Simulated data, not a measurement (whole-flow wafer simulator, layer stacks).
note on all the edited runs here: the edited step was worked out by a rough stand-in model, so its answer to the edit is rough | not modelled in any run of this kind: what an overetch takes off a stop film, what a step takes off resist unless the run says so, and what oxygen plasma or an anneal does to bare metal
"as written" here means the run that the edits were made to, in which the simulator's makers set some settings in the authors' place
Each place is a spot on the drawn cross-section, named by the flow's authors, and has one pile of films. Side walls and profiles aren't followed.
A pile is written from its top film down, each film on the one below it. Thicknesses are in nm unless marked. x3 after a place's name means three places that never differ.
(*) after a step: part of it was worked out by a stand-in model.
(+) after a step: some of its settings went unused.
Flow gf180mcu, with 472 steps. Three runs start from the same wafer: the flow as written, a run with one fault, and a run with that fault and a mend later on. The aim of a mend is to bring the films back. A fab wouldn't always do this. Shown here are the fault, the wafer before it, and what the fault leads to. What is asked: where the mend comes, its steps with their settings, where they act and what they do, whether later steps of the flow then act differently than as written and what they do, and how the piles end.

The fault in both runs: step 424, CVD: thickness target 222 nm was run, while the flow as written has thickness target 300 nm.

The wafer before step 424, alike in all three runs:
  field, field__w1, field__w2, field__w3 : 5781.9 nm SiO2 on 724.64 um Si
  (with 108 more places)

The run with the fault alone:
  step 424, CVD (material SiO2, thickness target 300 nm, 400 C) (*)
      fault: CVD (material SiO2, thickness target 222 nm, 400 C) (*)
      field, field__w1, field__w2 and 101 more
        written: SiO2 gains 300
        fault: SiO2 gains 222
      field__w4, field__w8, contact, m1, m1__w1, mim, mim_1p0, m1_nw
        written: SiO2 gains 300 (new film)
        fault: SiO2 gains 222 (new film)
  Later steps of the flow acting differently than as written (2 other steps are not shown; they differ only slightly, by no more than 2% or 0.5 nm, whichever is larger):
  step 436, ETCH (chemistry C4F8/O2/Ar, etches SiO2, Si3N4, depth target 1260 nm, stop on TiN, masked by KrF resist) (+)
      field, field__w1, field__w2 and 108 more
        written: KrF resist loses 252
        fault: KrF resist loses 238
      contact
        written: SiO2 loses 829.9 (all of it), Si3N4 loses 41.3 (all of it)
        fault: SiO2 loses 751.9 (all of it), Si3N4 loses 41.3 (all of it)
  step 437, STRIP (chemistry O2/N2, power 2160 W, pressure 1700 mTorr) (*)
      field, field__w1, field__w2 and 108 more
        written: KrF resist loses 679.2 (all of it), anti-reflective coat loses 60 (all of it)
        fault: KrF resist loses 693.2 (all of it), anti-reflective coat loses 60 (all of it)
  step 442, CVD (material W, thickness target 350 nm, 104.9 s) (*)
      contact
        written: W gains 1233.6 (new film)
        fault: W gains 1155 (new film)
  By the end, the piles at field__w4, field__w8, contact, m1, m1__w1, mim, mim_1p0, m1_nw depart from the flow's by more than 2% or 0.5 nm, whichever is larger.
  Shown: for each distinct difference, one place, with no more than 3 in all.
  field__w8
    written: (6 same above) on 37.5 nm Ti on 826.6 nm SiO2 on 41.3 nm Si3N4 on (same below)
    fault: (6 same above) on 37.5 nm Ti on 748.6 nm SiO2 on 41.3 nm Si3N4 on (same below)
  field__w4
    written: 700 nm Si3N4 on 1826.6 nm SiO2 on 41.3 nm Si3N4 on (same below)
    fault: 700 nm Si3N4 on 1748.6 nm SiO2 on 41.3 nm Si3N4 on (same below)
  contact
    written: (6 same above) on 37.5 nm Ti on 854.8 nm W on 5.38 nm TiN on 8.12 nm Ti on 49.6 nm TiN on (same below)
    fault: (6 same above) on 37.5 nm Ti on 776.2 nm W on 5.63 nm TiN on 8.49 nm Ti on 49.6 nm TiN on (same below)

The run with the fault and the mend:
  After step 424 comes the mend.
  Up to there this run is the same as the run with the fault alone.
  step 424a, CVD (material SiO2, thickness target 78 nm, 400 C) (*) (the flow's step 424, run once more with other settings)
      field, field__w1, field__w2 and 109 more
        SiO2 gains 78
  None of the later steps of the flow acts differently than as written at any place that is followed.
  By the end, the piles equal the flow's at every place that both follow.
